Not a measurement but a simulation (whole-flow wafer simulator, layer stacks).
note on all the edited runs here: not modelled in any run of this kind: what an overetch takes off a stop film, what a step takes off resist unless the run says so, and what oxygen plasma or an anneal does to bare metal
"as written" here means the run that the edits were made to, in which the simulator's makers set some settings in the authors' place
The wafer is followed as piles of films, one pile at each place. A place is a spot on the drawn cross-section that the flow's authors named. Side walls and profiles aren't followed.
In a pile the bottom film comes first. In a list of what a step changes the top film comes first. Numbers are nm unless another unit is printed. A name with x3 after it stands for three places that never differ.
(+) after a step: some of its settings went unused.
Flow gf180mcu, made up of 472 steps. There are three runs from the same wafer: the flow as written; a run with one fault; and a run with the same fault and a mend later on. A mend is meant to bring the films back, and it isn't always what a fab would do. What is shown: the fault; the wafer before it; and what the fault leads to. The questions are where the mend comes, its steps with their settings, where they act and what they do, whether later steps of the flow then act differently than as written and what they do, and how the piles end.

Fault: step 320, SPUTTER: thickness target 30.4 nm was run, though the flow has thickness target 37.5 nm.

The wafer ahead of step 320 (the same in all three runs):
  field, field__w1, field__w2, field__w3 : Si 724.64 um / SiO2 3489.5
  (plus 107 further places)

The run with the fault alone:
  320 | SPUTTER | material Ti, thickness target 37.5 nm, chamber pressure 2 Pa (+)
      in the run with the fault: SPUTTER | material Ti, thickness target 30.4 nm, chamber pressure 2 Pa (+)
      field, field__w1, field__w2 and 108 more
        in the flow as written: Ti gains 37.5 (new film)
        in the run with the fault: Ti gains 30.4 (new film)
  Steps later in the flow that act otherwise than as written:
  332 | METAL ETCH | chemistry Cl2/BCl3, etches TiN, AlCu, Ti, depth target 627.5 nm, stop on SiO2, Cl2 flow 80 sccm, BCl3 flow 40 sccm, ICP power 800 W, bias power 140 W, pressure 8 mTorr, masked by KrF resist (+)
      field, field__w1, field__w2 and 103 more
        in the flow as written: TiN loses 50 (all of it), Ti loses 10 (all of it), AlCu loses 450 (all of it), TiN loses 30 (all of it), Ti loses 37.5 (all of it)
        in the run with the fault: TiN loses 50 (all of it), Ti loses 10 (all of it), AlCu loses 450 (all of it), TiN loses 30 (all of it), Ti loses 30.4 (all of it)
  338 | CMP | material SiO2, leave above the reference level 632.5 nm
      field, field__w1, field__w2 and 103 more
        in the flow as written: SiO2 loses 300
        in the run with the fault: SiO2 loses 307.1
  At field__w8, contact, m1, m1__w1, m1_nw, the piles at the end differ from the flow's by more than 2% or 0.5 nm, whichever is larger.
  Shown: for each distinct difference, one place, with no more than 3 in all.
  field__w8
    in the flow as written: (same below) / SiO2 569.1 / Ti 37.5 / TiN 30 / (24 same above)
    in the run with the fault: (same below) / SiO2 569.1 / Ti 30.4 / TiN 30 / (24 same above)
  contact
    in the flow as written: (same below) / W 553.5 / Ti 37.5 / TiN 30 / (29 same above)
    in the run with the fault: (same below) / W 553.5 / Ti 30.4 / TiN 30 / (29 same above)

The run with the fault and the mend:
  The mend stands after step 320.
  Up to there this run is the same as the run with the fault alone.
  320a | SPUTTER | material Ti, thickness target 7.1 nm, chamber pressure 2 Pa (+) (a further turn of the flow's step 320, with different settings)
      field, field__w1, field__w2 and 108 more
        Ti gains 7.1
  None of the later steps of the flow acts differently than as written at any place that is followed.
  By the end, the piles equal the flow's at every place that both follow.
